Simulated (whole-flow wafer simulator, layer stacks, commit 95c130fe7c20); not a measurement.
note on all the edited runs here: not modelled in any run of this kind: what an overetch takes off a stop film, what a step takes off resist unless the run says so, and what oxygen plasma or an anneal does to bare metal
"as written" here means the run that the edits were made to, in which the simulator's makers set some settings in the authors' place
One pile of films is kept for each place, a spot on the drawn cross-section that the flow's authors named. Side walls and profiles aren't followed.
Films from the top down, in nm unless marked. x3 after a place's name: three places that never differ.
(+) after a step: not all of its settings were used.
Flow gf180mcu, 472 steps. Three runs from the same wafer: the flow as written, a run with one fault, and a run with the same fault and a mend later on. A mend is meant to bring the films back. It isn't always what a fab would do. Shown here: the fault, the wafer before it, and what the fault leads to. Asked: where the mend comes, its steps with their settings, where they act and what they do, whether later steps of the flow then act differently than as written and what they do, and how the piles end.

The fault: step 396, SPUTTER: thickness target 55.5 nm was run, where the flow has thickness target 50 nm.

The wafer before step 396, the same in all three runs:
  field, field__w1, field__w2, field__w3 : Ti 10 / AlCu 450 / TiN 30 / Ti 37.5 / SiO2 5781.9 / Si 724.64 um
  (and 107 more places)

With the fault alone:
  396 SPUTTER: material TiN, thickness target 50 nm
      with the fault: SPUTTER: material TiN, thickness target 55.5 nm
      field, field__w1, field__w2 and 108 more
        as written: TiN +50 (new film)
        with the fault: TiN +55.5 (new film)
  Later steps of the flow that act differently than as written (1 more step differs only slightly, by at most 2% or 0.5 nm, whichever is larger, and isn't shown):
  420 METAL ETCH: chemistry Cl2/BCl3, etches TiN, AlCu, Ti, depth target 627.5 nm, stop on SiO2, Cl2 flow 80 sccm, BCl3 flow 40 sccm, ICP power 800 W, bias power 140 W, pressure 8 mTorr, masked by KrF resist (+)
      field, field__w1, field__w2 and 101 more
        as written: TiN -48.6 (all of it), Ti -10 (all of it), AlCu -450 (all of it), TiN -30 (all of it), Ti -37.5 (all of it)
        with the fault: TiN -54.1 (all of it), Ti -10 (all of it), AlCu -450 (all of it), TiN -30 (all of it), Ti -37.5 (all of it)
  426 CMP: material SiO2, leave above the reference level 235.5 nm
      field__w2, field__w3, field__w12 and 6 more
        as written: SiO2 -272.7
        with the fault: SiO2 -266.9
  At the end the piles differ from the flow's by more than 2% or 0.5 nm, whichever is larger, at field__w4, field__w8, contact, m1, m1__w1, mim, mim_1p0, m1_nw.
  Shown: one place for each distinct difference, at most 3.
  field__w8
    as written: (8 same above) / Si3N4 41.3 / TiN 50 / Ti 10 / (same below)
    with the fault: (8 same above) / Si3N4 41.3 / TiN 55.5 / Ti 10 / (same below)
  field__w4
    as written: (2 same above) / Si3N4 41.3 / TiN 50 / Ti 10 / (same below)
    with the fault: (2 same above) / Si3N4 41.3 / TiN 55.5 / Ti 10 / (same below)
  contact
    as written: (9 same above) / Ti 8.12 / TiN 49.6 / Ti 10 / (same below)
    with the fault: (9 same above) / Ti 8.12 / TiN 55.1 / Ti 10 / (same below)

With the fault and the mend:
  The mend comes after step 396.
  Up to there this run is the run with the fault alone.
  396a METAL ETCH: chemistry Cl2/BCl3, etches TiN, AlCu, Ti, depth target 5.5 nm, Cl2 flow 80 sccm, BCl3 flow 40 sccm, ICP power 800 W, bias power 140 W, pressure 8 mTorr (the flow's step 260 once more, with other settings)
      field, field__w1, field__w2 and 108 more
        TiN -5.5
  No later step of the flow acts differently than as written at any place that is followed.
  At the end the piles are the same as the flow's at every place that both follow.
